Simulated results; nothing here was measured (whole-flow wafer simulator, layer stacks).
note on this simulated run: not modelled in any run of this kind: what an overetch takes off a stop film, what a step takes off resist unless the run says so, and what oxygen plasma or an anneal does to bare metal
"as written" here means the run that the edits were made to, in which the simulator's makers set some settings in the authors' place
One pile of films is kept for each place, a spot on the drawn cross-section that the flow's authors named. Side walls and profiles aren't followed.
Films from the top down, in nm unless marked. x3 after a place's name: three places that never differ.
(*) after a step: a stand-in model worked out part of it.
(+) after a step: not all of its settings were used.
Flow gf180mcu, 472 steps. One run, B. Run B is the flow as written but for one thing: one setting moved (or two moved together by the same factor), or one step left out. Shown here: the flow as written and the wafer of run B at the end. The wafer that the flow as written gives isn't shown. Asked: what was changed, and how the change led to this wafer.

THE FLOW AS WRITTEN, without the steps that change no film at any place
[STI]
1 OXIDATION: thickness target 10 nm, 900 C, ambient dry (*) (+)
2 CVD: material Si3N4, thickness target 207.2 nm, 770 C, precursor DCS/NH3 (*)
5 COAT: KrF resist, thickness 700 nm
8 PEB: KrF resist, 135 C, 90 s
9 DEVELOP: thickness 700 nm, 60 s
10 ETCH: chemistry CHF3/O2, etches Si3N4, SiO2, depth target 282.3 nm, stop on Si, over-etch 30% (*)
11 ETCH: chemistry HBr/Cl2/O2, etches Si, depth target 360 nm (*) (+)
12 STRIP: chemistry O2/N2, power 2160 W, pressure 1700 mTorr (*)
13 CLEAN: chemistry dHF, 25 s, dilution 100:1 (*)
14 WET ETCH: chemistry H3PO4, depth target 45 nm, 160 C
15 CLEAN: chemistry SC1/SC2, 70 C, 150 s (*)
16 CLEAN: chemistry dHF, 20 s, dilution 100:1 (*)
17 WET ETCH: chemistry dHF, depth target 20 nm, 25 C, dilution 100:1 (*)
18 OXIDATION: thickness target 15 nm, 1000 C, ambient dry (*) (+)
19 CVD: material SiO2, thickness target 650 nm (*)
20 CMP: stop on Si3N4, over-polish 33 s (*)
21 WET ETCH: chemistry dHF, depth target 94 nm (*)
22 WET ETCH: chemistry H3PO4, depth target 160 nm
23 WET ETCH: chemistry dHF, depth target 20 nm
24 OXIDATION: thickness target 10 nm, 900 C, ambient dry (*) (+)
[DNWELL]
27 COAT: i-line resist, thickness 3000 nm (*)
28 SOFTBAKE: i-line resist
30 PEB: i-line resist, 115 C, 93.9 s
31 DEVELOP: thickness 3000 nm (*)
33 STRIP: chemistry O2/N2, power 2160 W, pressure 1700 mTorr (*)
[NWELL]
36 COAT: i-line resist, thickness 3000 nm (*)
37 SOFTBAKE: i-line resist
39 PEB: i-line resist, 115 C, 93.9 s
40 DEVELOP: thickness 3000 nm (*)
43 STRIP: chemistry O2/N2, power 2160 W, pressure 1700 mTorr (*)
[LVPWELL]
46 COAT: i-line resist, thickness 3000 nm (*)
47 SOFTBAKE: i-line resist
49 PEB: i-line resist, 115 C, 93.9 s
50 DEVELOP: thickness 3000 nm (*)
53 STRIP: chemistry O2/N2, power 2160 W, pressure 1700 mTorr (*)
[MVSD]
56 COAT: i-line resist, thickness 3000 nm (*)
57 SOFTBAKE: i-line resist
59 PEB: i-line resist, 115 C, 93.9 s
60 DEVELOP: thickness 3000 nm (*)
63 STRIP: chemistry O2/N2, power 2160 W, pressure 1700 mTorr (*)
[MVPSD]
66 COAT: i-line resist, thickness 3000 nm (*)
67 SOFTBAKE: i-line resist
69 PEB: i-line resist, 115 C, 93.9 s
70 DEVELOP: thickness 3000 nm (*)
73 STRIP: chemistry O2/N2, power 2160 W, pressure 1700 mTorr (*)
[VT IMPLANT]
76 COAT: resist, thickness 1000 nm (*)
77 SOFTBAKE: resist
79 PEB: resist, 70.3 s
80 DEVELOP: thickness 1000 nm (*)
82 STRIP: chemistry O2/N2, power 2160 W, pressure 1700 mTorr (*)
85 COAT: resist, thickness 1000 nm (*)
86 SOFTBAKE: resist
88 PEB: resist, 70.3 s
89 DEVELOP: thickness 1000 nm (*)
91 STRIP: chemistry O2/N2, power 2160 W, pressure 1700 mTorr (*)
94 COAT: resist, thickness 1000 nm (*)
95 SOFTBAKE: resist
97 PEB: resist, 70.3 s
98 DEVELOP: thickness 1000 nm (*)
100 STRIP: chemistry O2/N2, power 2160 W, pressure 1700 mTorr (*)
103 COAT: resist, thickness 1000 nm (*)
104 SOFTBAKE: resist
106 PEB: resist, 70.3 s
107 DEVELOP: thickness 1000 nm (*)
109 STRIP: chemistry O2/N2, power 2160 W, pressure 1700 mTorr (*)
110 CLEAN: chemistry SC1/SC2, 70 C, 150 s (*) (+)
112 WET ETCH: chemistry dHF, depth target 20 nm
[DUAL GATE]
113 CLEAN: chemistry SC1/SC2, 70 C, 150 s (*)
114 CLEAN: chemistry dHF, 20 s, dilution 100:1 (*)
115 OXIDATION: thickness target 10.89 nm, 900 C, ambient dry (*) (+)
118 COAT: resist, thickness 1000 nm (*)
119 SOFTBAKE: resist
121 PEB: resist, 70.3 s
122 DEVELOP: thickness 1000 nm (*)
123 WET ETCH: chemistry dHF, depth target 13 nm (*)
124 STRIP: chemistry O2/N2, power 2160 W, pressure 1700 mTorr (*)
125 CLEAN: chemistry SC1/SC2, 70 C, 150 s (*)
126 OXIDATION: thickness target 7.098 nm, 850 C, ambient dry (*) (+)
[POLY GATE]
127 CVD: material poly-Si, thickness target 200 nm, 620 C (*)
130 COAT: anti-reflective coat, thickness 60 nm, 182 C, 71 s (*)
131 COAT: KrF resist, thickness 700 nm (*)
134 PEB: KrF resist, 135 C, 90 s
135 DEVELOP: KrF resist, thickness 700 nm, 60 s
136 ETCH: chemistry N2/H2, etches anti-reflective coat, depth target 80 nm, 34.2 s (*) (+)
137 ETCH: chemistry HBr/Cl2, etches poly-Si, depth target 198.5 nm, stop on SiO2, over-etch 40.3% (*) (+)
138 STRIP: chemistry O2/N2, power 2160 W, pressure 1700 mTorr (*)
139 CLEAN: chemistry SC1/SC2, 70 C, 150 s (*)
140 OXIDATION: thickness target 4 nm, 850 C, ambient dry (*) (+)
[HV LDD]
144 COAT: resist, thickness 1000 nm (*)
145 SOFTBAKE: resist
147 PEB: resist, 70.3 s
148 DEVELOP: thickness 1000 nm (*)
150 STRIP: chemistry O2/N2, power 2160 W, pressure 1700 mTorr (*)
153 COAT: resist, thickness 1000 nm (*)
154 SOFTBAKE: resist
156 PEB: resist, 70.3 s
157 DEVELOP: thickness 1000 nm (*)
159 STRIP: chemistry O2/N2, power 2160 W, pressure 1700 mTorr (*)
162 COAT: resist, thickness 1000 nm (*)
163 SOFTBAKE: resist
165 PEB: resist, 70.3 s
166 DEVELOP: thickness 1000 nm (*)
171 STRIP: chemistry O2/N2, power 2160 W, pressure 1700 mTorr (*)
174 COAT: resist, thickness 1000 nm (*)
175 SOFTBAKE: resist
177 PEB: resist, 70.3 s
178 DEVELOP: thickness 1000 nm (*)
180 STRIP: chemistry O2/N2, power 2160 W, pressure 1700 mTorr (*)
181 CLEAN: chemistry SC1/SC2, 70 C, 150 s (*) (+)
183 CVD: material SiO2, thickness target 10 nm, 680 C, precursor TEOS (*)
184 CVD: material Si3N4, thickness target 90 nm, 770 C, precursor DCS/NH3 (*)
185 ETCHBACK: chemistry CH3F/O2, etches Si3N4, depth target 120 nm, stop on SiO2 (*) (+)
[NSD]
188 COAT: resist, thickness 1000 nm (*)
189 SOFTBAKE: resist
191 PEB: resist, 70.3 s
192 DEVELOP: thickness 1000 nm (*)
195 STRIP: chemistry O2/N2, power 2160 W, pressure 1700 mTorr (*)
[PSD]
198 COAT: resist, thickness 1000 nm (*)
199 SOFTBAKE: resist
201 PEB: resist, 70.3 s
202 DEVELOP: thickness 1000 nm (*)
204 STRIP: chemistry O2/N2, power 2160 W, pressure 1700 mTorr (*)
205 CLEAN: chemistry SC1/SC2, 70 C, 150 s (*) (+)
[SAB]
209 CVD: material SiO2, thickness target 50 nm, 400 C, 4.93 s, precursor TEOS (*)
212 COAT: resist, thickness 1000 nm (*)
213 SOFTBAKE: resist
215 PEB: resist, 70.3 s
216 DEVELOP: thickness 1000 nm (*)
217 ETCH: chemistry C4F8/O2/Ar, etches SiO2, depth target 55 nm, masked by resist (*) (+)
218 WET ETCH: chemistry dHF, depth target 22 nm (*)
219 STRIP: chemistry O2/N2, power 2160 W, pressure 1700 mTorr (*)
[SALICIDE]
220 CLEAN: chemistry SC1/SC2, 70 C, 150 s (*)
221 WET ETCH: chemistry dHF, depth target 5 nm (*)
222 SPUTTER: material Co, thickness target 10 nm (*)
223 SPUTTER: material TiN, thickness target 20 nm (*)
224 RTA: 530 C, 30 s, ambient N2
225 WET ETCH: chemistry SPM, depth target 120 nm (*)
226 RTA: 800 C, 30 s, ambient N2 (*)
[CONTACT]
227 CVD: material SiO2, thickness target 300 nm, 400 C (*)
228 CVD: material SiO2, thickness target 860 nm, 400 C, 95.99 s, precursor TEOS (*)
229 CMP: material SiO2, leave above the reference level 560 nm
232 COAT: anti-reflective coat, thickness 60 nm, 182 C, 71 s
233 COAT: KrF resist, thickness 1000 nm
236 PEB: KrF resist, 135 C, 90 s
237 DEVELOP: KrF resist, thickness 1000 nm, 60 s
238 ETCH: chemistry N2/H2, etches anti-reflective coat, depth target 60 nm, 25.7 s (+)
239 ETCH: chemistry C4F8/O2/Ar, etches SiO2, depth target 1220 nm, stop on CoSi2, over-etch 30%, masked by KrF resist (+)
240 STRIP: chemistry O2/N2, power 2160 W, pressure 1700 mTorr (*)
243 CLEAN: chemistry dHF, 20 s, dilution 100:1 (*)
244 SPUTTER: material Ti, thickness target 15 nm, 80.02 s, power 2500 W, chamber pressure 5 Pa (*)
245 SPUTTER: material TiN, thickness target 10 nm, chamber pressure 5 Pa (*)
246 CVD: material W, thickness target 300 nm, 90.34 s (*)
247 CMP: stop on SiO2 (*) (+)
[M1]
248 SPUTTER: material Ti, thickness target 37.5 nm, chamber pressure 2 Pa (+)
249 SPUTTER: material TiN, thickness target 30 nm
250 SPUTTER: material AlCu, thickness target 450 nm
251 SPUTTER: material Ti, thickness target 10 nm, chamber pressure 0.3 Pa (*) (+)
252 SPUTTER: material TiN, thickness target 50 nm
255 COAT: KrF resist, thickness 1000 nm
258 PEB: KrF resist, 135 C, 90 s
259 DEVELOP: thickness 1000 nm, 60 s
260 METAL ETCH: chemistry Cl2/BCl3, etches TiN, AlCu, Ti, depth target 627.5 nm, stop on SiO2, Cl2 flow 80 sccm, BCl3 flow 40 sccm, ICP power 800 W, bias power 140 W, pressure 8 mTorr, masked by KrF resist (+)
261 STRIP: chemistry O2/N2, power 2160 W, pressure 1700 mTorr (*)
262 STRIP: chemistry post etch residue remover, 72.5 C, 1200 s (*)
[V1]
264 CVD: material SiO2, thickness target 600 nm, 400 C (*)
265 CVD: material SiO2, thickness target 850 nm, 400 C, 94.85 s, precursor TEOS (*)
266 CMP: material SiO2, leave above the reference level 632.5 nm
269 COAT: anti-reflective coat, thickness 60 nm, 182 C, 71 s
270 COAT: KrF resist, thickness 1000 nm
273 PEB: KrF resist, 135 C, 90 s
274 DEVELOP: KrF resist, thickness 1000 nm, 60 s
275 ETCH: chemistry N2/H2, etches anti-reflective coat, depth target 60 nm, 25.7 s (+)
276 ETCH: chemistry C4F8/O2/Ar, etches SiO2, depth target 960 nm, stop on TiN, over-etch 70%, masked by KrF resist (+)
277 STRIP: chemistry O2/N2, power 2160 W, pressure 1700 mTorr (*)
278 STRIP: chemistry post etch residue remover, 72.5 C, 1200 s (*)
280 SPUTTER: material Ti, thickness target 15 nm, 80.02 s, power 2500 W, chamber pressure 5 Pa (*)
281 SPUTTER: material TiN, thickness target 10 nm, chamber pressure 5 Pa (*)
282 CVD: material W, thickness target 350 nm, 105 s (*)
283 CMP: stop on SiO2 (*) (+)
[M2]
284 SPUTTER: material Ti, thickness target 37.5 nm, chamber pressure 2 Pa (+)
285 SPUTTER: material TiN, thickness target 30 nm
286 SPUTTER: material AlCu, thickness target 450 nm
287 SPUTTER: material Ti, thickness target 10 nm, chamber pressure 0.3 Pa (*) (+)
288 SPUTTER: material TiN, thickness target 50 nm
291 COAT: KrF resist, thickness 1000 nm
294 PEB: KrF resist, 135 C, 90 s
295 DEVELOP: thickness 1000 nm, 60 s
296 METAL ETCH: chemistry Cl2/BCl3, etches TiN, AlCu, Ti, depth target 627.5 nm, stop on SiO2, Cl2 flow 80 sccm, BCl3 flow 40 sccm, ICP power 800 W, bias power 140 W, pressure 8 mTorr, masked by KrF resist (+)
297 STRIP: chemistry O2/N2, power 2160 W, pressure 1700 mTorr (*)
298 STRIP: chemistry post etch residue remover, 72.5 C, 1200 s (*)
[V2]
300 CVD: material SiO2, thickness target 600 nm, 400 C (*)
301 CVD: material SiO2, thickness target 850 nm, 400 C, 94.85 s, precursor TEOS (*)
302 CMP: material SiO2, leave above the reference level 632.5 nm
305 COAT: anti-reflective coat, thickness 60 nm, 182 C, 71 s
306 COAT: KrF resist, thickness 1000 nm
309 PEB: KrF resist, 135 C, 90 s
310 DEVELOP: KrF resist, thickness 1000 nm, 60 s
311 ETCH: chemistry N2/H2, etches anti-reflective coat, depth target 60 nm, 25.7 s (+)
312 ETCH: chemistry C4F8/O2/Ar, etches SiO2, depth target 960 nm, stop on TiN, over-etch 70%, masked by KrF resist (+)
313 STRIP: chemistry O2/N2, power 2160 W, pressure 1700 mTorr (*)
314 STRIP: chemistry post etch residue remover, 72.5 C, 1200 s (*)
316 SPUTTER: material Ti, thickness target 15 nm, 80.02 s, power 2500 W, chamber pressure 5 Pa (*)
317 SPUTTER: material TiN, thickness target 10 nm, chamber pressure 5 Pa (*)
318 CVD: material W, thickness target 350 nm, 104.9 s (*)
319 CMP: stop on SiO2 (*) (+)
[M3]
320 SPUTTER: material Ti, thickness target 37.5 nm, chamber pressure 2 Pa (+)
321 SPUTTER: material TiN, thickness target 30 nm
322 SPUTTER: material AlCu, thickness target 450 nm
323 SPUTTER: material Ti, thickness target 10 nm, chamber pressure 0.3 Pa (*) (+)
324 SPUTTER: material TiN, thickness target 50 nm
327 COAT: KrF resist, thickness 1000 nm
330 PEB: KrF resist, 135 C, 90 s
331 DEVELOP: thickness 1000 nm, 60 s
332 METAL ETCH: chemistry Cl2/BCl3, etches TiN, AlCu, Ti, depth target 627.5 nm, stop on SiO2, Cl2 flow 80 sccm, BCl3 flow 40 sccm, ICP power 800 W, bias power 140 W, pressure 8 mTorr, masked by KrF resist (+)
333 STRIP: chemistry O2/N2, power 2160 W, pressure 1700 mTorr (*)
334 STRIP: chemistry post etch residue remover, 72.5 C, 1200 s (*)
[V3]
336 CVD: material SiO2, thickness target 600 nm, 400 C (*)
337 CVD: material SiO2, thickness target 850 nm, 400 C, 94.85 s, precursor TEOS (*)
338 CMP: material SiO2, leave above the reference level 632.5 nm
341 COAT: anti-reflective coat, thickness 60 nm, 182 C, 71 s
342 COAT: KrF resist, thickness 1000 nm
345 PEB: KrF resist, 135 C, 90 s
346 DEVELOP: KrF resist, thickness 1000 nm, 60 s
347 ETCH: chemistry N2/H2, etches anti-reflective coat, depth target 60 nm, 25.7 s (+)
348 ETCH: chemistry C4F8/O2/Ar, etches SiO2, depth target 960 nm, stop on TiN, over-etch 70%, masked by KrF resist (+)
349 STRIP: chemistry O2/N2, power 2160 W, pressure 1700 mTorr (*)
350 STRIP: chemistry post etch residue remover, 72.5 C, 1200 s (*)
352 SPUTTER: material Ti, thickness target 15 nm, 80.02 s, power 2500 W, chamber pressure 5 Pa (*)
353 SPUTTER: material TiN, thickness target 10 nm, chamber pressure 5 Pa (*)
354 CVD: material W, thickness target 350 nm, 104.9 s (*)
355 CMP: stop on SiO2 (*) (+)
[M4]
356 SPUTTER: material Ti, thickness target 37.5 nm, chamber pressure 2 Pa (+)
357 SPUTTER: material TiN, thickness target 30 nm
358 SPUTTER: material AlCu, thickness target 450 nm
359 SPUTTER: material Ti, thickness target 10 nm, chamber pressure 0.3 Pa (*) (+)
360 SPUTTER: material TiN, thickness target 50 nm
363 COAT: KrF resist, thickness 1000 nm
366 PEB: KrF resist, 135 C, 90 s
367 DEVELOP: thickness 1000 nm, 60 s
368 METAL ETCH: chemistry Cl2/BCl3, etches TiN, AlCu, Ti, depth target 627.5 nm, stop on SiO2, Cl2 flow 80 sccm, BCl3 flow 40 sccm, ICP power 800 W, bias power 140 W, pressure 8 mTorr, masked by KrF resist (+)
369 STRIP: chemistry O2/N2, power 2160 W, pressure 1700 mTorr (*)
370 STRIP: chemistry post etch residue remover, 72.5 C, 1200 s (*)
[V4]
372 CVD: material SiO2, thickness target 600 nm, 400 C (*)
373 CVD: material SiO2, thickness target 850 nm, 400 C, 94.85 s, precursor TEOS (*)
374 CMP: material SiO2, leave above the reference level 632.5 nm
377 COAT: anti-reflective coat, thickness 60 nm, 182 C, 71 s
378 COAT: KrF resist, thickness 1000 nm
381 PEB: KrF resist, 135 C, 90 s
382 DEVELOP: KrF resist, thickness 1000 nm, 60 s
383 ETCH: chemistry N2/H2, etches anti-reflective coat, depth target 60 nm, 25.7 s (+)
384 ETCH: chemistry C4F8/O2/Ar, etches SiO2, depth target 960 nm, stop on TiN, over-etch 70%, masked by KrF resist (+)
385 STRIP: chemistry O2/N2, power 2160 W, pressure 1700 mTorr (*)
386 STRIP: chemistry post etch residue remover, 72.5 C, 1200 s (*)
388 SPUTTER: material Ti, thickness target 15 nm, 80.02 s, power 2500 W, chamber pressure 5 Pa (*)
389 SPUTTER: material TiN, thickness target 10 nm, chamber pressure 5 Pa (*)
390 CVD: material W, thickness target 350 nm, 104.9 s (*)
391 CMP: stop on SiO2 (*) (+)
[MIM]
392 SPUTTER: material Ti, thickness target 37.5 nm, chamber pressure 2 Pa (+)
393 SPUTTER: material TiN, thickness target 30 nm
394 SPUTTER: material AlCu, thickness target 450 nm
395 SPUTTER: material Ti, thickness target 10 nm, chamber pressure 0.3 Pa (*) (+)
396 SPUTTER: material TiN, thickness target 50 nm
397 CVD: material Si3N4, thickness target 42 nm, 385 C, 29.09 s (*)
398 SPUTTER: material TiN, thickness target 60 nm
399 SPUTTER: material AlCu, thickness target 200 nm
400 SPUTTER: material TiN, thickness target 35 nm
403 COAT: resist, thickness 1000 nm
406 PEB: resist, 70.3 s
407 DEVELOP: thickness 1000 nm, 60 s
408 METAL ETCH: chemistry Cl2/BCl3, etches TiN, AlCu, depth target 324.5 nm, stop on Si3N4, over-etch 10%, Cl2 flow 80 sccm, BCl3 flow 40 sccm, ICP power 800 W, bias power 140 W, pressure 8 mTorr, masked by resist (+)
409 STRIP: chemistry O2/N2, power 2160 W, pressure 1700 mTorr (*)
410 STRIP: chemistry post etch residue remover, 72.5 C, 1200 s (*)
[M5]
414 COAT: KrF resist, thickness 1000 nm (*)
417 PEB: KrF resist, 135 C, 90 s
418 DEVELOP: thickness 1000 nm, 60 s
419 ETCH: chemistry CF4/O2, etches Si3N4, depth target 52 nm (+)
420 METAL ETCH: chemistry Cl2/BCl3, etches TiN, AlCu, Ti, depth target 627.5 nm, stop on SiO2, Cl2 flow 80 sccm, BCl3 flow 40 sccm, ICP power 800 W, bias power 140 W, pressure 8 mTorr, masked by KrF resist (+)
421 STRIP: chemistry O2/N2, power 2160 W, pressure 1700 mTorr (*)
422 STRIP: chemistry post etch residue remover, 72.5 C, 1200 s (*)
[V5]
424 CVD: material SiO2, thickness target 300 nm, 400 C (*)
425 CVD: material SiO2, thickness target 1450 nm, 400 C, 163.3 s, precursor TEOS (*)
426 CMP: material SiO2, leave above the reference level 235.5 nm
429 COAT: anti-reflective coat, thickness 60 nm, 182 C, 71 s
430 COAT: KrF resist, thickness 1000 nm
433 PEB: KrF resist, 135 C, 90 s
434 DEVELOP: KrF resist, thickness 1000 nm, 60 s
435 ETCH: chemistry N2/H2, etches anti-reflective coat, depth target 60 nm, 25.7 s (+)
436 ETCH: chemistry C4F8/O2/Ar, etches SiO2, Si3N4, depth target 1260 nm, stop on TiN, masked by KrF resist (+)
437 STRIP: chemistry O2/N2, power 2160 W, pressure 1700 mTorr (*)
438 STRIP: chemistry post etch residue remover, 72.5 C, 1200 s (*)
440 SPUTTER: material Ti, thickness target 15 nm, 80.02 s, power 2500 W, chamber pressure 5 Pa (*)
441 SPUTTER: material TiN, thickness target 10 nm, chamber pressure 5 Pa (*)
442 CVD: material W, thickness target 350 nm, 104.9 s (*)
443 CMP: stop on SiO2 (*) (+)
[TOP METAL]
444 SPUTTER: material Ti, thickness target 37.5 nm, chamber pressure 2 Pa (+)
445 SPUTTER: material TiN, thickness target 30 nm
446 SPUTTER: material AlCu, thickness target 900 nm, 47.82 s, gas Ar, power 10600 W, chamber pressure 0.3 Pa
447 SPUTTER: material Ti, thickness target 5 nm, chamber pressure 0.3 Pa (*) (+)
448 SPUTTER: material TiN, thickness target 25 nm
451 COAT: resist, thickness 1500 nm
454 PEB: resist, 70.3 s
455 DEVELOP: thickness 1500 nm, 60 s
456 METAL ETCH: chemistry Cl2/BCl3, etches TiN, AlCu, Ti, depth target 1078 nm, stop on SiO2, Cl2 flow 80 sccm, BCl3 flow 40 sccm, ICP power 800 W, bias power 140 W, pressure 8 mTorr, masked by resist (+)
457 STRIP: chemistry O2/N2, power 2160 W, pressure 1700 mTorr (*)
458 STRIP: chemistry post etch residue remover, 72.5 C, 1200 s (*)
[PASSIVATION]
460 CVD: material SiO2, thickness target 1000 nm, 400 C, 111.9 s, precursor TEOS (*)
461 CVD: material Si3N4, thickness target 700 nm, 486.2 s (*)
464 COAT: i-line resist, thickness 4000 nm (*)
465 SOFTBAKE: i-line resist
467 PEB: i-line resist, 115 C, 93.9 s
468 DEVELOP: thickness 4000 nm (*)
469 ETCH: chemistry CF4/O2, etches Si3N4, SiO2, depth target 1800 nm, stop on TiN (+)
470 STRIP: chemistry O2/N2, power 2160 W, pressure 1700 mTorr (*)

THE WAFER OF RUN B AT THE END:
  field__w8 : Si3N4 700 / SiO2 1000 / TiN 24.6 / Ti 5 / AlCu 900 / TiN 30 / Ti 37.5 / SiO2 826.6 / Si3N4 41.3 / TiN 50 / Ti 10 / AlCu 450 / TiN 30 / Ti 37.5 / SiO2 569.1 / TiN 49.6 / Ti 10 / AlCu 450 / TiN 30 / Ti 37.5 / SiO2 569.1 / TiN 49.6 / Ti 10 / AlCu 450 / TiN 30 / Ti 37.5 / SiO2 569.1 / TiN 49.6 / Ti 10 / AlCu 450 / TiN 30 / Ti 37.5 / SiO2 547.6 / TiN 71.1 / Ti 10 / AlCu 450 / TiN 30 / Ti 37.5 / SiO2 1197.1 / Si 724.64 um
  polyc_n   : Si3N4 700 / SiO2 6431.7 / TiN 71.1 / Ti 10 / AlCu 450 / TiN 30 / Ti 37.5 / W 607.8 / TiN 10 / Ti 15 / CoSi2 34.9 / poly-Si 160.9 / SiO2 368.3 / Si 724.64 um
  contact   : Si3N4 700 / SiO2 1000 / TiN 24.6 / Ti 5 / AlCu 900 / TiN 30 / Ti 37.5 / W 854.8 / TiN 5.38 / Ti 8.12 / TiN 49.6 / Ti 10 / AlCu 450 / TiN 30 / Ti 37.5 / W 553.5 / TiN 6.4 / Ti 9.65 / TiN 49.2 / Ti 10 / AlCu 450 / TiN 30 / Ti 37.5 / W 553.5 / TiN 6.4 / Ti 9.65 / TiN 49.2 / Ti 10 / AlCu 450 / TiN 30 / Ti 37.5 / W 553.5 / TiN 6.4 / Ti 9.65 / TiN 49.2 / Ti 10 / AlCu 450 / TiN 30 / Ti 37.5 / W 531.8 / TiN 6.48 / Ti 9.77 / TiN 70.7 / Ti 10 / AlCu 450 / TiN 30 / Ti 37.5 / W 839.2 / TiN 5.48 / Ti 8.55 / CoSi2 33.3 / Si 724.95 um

The cause: step 252, SPUTTER: thickness target 71.5 nm was run, where the flow has thickness target 50 nm.

How the change led to this, step by step:
  252 SPUTTER: material TiN, thickness target 50 nm
      field, field__w1, field__w2 and 108 more: TiN +71.5 (new film) (as written it would be: TiN +50 (new film))
  260 METAL ETCH: chemistry Cl2/BCl3, etches TiN, AlCu, Ti, depth target 627.5 nm, stop on SiO2, Cl2 flow 80 sccm, BCl3 flow 40 sccm, ICP power 800 W, bias power 140 W, pressure 8 mTorr, masked by KrF resist (+)
      field, field__w1, field__w2 and 99 more: TiN -71.5 (all of it), Ti -10 (all of it), AlCu -450 (all of it), TiN -30 (all of it), Ti -37.5 (all of it) (as written it would be: TiN -50 (all of it), Ti -10 (all of it), AlCu -450 (all of it), TiN -30 (all of it), Ti -37.5 (all of it))
  266 CMP: material SiO2, leave above the reference level 632.5 nm
      field__w8, contact, m1 and 6 more: SiO2 -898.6 (as written it would be: SiO2 -877.1)
  276 ETCH: chemistry C4F8/O2/Ar, etches SiO2, depth target 960 nm, stop on TiN, over-etch 70%, masked by KrF resist (+)
      field, field__w1, field__w2 and 107 more: KrF resist -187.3 (as written it would be: KrF resist -192)
      contact: SiO2 -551 (all of it) (as written it would be: SiO2 -572.5 (all of it))
  282 CVD: material W, thickness target 350 nm, 105 s (*)
      contact: W +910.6 (new film) (as written it would be: W +932.3 (new film))
